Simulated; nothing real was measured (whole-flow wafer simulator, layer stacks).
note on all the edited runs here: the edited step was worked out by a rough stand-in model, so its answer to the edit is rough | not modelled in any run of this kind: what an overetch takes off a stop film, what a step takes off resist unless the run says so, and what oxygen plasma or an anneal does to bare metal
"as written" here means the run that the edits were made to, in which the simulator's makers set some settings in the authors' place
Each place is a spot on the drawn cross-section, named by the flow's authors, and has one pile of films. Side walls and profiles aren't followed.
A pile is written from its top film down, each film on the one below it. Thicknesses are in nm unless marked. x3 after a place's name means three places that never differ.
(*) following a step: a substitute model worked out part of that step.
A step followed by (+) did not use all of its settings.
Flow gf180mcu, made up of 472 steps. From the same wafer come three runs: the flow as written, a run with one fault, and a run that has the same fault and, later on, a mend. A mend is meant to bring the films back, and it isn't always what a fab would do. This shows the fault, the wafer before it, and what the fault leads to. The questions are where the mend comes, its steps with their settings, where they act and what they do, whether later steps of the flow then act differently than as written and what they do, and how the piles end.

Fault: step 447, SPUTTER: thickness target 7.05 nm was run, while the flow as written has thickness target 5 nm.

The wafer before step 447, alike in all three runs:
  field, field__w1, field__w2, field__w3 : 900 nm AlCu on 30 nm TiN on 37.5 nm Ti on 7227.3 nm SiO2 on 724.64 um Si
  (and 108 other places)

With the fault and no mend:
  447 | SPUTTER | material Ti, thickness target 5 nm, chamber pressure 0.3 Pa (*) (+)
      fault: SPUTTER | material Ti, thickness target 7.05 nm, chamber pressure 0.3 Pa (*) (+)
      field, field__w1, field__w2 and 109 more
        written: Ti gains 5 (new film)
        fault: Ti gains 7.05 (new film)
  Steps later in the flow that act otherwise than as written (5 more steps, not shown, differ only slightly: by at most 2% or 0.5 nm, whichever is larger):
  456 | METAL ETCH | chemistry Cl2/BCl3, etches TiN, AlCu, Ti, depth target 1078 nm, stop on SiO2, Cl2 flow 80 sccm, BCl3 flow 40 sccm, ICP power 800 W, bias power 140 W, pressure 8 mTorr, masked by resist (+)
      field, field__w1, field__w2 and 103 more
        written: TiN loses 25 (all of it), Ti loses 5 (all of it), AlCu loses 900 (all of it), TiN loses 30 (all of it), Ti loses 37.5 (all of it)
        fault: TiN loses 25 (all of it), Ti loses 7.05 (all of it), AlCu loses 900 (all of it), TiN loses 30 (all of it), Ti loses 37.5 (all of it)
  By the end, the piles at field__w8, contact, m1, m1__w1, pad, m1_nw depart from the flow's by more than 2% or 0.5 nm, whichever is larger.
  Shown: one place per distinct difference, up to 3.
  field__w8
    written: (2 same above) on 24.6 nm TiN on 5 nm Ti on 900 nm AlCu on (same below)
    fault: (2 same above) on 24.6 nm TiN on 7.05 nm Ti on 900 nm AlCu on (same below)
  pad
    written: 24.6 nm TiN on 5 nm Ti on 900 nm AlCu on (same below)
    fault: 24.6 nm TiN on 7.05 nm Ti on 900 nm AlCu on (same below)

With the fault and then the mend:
  The mend stands after step 447.
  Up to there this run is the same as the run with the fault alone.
  447a | METAL ETCH | chemistry Cl2/BCl3, etches TiN, AlCu, Ti, depth target 2.05 nm, Cl2 flow 80 sccm, BCl3 flow 40 sccm, ICP power 800 W, bias power 140 W, pressure 8 mTorr (a further turn of the flow's step 260, with different settings)
      field, field__w1, field__w2 and 109 more
        Ti loses 2.05
  Later steps of the flow that are run all act as written at every place that is followed.
  At every place that both follow, the piles at the end match the flow's.
